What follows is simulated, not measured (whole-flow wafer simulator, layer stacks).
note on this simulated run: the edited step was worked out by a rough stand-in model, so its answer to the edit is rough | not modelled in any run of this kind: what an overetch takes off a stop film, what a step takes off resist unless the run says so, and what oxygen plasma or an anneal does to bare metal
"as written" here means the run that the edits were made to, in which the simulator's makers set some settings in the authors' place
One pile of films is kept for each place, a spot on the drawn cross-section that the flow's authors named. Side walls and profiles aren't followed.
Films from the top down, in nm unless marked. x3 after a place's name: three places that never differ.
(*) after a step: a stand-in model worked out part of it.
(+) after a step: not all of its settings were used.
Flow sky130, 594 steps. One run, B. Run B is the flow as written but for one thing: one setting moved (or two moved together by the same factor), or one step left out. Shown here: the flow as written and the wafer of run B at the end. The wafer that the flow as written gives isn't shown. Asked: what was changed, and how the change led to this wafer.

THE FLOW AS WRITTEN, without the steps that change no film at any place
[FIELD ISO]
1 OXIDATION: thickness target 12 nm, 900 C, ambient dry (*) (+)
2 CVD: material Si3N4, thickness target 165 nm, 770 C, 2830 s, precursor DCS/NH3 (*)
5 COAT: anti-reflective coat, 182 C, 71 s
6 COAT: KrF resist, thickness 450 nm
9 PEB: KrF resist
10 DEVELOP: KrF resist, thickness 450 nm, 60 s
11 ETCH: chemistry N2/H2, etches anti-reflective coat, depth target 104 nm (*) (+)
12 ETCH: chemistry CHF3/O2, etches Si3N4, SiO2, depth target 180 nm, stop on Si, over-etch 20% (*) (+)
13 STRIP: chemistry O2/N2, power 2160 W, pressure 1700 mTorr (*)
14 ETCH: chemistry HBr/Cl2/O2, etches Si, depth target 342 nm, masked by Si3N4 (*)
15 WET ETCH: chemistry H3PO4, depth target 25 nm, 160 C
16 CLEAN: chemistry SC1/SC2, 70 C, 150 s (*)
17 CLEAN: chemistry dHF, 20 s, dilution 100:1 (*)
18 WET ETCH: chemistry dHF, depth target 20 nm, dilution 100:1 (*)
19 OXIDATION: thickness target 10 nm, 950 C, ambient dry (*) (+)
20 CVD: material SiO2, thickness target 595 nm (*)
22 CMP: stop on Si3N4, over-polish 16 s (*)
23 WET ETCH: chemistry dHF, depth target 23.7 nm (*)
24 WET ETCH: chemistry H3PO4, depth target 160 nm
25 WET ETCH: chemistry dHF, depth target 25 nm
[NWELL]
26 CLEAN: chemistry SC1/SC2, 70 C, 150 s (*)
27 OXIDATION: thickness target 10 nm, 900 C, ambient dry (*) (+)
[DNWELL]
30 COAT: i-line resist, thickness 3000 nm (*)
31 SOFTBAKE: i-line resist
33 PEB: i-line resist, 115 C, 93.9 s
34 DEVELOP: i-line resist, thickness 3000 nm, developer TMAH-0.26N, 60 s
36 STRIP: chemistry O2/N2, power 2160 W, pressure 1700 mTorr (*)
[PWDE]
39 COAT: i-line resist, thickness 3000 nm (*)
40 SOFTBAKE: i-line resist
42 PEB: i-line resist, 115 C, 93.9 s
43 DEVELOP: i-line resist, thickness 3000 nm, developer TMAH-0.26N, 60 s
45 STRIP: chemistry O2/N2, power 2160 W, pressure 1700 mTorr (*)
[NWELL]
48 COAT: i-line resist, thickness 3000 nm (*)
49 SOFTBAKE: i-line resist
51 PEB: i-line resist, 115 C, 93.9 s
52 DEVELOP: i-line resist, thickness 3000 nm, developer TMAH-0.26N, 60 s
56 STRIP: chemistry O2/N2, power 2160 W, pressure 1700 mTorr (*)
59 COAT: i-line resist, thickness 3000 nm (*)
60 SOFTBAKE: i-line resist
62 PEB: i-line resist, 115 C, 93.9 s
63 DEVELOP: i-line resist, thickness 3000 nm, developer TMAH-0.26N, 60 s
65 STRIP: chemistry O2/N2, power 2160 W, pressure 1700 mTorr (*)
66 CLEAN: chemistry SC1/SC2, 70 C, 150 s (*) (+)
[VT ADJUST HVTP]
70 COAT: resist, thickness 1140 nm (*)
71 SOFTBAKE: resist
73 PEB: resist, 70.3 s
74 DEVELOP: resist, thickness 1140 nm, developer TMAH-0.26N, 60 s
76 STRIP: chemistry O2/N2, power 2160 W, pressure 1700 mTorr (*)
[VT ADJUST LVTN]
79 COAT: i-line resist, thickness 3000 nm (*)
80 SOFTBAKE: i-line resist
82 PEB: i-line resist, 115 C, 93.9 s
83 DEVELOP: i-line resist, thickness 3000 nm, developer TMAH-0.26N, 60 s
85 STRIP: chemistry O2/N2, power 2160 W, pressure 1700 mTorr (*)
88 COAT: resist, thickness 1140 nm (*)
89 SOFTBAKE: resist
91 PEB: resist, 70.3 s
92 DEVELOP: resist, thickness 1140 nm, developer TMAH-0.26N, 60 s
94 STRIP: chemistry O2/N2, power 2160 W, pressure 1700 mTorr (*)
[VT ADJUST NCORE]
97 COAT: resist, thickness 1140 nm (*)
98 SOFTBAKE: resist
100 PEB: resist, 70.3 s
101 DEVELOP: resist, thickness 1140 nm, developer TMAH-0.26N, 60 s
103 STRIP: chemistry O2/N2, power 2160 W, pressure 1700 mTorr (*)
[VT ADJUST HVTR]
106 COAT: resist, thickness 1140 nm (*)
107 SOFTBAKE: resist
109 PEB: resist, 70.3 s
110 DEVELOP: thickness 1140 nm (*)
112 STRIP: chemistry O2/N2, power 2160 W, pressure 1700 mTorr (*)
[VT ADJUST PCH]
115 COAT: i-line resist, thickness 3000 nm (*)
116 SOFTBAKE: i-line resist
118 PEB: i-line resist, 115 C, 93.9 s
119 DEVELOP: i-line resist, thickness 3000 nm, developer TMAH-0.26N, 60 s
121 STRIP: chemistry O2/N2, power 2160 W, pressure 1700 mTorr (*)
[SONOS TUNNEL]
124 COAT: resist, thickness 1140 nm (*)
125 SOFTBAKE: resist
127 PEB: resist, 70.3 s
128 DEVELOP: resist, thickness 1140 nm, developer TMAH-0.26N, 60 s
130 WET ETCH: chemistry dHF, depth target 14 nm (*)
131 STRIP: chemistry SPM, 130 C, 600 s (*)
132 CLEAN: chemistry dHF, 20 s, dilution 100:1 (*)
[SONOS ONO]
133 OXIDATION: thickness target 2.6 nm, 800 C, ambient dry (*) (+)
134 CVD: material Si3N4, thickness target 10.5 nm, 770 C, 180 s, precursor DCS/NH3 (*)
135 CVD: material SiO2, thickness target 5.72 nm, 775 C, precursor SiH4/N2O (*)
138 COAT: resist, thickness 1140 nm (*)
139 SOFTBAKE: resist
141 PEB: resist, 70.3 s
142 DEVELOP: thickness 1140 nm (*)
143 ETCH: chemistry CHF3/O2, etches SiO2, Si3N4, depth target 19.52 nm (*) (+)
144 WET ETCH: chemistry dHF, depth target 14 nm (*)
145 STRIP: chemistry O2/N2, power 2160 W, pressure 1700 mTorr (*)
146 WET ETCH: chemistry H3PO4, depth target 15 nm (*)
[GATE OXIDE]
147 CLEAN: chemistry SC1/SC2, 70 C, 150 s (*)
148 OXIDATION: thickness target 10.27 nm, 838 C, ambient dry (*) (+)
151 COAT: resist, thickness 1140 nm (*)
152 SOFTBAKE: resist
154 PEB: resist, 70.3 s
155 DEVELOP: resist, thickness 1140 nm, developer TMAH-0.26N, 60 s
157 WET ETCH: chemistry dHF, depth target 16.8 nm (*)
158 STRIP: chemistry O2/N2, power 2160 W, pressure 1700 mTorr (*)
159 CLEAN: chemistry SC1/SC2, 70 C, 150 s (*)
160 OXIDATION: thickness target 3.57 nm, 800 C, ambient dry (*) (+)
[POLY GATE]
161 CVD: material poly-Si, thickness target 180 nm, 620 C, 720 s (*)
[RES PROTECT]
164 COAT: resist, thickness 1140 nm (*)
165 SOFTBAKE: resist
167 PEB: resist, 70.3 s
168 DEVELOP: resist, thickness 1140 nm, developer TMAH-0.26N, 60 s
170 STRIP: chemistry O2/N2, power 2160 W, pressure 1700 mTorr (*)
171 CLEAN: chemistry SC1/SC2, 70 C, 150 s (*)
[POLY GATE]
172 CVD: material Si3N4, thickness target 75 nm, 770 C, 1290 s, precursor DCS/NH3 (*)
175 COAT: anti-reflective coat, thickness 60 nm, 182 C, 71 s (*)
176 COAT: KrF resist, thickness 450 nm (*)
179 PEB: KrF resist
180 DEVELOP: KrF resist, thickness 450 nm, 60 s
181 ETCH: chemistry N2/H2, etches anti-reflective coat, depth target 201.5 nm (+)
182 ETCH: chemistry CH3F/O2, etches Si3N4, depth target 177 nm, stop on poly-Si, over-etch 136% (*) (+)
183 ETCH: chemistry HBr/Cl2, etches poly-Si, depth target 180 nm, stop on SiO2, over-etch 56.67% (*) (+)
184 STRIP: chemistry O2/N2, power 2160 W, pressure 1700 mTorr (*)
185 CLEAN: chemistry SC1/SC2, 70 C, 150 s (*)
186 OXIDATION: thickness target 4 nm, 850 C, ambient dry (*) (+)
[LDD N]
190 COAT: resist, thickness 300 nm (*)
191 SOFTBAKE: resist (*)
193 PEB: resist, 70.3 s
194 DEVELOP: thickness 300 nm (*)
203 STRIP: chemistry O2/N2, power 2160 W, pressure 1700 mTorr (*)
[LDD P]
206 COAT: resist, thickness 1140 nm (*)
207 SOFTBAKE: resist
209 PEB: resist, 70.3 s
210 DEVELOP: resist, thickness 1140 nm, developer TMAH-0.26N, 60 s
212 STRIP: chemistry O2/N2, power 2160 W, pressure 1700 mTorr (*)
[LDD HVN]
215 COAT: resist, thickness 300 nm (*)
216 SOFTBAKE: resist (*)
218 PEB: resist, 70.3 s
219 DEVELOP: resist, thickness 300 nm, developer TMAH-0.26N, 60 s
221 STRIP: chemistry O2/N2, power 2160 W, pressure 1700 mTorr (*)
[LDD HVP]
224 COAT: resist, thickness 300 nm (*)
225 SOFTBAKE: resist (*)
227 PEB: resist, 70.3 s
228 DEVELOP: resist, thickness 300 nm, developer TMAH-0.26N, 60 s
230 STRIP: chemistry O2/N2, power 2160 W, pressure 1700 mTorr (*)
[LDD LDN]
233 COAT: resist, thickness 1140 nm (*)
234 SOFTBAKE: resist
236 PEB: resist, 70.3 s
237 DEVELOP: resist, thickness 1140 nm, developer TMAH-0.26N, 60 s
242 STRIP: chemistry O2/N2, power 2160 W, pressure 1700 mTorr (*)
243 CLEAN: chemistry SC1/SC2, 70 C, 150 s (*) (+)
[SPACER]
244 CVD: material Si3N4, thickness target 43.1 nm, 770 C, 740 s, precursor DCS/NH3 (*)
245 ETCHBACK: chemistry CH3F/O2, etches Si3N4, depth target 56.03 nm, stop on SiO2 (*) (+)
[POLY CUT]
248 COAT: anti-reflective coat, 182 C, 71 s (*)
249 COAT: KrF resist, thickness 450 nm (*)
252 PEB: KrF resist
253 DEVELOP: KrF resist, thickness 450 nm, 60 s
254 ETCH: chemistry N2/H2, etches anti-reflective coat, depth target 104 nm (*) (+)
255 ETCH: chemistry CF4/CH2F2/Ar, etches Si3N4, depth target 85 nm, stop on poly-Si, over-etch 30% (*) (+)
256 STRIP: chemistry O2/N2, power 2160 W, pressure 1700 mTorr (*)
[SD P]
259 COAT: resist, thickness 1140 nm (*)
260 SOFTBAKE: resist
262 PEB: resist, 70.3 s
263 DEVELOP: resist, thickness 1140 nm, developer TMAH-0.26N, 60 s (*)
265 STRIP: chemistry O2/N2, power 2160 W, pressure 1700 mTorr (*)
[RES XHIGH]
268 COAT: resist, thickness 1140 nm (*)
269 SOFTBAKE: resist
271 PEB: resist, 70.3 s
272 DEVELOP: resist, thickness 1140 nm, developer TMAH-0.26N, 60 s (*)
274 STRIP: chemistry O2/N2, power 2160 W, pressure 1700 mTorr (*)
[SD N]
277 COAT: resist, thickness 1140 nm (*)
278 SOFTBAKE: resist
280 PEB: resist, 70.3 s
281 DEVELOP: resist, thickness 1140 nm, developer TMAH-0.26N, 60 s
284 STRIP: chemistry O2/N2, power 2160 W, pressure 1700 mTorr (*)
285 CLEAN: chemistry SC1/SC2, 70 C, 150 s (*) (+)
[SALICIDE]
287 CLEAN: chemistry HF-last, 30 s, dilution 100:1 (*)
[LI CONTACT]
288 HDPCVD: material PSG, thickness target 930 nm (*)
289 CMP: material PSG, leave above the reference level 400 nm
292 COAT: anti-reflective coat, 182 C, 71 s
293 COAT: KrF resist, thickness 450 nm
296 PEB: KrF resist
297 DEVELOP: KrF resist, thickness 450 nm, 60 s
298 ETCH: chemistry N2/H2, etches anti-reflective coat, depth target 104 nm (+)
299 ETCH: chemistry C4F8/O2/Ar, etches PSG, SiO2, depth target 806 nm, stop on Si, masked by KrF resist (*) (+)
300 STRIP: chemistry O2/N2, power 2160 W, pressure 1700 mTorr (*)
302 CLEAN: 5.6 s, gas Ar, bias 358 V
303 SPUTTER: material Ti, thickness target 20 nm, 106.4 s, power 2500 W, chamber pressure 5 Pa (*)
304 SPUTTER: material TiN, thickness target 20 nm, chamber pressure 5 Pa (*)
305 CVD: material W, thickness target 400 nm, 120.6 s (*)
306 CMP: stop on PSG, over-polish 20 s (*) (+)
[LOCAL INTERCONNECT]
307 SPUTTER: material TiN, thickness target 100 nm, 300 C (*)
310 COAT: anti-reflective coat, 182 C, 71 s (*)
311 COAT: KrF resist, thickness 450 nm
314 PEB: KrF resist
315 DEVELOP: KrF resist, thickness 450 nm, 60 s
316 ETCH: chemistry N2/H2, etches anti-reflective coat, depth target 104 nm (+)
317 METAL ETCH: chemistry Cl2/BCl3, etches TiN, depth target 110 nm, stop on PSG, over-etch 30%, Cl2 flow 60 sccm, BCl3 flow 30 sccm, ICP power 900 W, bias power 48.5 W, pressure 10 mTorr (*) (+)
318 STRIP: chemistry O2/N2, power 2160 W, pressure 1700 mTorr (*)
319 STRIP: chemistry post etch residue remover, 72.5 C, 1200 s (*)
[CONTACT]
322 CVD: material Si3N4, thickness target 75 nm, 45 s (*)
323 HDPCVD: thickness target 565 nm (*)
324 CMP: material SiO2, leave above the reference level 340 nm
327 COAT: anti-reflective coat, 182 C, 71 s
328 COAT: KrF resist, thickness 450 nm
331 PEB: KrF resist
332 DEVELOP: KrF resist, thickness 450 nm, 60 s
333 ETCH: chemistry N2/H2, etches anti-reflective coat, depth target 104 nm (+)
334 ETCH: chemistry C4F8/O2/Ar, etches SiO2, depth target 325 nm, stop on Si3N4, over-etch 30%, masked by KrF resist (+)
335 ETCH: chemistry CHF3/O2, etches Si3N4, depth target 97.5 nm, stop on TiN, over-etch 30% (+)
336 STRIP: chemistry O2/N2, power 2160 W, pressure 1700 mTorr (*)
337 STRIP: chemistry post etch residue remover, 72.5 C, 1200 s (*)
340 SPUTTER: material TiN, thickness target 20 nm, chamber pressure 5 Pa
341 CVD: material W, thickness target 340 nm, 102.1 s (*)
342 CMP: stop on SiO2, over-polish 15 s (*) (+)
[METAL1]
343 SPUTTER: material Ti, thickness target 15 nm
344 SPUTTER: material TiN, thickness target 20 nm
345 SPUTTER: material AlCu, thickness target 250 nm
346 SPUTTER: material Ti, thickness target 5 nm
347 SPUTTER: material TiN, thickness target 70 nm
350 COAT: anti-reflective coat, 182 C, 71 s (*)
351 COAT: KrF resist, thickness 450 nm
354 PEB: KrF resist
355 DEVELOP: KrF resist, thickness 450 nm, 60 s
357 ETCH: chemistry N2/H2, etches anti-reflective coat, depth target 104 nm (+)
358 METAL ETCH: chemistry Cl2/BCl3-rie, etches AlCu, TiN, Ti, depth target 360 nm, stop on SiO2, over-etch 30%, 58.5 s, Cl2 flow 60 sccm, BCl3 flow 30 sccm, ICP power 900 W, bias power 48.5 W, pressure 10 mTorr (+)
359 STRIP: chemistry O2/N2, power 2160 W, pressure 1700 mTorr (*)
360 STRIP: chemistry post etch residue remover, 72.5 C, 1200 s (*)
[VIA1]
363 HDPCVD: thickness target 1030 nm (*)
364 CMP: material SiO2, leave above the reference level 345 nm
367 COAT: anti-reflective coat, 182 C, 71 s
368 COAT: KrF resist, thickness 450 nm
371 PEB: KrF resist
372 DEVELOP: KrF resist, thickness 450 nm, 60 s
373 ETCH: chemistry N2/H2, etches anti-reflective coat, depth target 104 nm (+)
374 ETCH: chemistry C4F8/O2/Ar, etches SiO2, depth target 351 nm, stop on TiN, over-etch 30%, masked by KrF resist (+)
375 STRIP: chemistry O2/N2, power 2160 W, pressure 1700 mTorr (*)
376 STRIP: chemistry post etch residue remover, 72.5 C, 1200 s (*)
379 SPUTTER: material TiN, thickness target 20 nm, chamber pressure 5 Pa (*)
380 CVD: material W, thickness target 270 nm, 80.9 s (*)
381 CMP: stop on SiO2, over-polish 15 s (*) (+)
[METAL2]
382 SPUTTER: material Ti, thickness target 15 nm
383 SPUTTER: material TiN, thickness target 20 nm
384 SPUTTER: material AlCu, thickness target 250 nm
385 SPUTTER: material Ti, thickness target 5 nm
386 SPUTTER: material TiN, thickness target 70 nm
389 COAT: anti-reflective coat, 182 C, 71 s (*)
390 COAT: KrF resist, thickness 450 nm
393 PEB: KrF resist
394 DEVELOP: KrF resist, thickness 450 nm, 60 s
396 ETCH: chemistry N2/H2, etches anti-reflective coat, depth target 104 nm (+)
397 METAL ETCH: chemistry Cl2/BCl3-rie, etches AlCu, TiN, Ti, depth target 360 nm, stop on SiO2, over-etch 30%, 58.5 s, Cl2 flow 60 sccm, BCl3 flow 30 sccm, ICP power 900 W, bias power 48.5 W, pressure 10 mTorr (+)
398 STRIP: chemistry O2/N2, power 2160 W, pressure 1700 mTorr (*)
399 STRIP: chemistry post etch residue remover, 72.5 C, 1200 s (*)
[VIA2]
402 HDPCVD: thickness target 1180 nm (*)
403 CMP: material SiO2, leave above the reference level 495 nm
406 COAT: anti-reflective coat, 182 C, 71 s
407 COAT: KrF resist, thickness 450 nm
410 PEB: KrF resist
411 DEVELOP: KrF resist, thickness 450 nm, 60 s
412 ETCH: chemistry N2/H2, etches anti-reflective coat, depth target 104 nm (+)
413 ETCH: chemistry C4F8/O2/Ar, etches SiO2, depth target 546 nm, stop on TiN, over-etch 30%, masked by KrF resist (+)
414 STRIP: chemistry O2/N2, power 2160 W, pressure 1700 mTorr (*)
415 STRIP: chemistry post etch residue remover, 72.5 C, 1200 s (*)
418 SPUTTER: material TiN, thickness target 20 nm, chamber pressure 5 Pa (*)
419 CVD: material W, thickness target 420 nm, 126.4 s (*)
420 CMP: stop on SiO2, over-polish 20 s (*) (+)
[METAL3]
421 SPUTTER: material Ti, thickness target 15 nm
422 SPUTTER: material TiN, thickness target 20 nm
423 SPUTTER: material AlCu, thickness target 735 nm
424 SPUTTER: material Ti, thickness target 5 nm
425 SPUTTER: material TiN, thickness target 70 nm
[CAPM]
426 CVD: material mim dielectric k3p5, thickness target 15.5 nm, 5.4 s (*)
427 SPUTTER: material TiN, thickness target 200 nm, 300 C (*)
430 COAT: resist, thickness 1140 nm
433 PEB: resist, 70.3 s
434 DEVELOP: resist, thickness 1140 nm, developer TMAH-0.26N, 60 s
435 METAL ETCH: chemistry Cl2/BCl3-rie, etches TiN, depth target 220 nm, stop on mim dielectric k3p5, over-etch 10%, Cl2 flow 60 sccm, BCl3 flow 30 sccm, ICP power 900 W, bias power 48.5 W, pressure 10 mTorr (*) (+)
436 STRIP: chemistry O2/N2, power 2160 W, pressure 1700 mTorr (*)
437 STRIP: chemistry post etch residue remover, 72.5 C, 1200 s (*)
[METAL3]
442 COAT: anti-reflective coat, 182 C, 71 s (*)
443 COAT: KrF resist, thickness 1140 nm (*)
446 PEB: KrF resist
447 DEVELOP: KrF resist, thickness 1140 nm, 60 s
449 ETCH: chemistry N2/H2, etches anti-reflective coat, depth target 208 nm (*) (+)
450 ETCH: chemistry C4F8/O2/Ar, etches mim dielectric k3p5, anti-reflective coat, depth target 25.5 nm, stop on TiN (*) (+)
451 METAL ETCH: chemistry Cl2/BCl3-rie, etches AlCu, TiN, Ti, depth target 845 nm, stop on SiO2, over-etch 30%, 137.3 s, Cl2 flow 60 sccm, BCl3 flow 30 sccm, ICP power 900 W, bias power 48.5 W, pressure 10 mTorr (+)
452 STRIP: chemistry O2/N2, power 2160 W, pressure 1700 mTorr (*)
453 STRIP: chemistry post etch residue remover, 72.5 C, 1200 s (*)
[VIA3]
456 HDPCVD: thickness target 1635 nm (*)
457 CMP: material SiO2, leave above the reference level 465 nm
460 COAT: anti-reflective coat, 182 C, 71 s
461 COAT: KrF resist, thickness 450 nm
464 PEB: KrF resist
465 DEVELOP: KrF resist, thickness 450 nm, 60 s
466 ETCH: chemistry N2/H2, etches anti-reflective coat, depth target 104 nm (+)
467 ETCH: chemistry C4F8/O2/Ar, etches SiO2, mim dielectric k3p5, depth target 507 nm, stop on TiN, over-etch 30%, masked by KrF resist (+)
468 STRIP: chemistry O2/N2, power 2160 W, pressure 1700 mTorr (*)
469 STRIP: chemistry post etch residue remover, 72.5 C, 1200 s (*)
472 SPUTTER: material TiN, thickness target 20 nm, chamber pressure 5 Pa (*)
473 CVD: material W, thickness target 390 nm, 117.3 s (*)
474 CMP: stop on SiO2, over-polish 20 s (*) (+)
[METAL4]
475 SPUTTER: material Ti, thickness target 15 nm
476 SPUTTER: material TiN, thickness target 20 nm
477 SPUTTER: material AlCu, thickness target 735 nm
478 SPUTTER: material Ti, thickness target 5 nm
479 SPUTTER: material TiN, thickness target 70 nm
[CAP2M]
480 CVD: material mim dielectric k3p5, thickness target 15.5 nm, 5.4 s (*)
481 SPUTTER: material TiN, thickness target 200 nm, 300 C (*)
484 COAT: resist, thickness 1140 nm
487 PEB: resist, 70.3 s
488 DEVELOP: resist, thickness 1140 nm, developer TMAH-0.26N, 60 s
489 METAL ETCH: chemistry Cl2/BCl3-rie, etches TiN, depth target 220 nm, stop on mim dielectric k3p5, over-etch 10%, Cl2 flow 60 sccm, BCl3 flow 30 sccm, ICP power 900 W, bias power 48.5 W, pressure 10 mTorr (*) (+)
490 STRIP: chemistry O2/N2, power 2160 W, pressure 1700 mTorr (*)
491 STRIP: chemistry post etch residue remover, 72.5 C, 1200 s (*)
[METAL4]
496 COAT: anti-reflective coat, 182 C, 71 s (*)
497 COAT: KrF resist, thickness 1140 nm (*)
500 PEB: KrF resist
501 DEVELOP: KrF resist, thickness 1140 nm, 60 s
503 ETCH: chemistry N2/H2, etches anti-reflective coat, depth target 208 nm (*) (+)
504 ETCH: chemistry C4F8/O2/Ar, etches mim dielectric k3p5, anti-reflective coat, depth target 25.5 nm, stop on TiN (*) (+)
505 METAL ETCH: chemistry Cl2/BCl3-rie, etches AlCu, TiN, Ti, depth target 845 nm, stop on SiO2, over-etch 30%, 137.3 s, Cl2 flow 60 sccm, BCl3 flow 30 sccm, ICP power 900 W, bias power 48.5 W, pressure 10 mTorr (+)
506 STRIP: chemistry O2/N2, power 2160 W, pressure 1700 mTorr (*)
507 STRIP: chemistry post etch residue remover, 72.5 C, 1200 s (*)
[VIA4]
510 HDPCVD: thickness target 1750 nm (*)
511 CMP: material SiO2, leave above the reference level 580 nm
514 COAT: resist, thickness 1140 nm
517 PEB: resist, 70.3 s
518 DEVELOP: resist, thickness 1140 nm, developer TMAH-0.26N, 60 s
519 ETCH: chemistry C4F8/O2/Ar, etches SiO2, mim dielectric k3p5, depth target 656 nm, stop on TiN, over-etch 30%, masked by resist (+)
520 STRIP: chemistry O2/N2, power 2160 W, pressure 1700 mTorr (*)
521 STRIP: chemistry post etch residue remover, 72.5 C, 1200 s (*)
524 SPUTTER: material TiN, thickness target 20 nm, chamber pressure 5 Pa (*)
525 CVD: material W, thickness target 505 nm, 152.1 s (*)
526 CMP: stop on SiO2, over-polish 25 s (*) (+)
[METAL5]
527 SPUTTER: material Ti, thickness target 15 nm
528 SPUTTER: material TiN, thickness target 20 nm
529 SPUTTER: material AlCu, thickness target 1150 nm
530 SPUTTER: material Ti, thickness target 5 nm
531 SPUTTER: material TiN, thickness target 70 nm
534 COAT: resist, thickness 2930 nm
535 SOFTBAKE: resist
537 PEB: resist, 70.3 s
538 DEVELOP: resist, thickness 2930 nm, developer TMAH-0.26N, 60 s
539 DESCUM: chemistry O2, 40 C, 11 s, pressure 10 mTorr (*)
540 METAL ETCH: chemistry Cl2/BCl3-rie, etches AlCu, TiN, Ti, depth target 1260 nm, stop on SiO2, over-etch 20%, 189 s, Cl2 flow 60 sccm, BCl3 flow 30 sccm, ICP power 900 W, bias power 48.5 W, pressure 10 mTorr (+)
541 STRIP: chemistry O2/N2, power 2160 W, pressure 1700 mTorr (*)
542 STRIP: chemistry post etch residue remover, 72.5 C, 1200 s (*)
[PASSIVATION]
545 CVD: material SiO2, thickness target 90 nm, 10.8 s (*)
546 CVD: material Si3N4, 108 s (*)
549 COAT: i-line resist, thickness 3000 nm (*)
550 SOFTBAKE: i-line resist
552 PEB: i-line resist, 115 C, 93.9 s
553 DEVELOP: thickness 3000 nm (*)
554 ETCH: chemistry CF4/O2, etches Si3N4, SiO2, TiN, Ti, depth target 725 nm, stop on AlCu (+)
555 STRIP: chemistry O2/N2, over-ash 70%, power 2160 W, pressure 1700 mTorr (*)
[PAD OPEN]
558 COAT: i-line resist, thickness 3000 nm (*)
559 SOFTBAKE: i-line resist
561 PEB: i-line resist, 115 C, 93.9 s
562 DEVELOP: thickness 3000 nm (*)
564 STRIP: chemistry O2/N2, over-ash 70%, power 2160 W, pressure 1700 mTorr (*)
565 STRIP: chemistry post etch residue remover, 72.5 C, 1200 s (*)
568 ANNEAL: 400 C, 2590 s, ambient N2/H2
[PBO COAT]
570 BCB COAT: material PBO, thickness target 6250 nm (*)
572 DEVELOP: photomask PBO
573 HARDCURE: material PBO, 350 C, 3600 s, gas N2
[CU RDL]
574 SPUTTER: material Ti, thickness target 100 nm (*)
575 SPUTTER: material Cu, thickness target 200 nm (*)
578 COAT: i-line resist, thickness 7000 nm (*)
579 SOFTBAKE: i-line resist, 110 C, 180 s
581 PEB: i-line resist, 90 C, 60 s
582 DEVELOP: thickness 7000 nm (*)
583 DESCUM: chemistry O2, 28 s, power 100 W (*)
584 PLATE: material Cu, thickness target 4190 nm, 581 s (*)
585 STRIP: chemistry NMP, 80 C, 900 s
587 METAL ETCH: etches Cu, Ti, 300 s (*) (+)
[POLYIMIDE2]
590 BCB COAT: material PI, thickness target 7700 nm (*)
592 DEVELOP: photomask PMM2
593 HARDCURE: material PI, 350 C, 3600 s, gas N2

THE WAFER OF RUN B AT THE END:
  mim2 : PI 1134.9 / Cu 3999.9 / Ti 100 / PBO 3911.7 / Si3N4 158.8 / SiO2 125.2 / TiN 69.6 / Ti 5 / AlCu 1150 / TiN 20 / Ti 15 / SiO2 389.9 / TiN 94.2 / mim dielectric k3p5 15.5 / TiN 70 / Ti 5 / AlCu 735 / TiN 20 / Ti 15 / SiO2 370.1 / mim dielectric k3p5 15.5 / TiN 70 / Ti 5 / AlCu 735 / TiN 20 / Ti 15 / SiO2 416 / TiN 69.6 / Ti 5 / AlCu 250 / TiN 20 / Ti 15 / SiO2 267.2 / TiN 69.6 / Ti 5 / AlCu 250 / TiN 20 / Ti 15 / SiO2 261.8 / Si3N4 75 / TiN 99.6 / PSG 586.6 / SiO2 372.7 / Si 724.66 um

The cause: step 481, SPUTTER: thickness target 95 nm was run, where the flow has thickness target 200 nm.

How the change led to this, step by step:
  481 SPUTTER: material TiN, thickness target 200 nm, 300 C (*)
      field, active, n_well and 189 more: TiN +95 (new film) (as written it would be: TiN +200 (new film))
  489 METAL ETCH: chemistry Cl2/BCl3-rie, etches TiN, depth target 220 nm, stop on mim dielectric k3p5, over-etch 10%, Cl2 flow 60 sccm, BCl3 flow 30 sccm, ICP power 900 W, bias power 48.5 W, pressure 10 mTorr (*) (+)
      field, active, n_well and 188 more: TiN -95 (all of it) (as written it would be: TiN -200 (all of it))
      mim2: resist -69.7 (as written it would be: resist -146.7)
  490 STRIP: chemistry O2/N2, power 2160 W, pressure 1700 mTorr (*)
      mim2: resist -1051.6 (all of it) (as written it would be: resist -974.6 (all of it))
  496 COAT: anti-reflective coat, 182 C, 71 s (*)
      iso_guard__w2: anti-reflective coat +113 (new film) (as written it would be: anti-reflective coat +177.8 (new film))
      mim2: anti-reflective coat +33 (new film) (as written it would be: anti-reflective coat +40.3 (new film))
  497 COAT: KrF resist, thickness 1140 nm (*)
      iso_guard__w2: KrF resist +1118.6 (new film) (as written it would be: KrF resist +1074.8 (new film))
      mim2: KrF resist +1105.6 (new film) (as written it would be: KrF resist +1018.9 (new film))
  506 STRIP: chemistry O2/N2, power 2160 W, pressure 1700 mTorr (*)
      iso_guard__w2: KrF resist -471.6 (all of it), anti-reflective coat -113 (all of it) (as written it would be: KrF resist -427.9 (all of it), anti-reflective coat -177.8 (all of it))
      mim2: KrF resist -458.6 (all of it), anti-reflective coat -33 (all of it) (as written it would be: KrF resist -372.1 (all of it), anti-reflective coat -40.3 (all of it))
  511 CMP: material SiO2, leave above the reference level 580 nm
      mim2: SiO2 -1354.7 (as written it would be: SiO2 -1459.7)
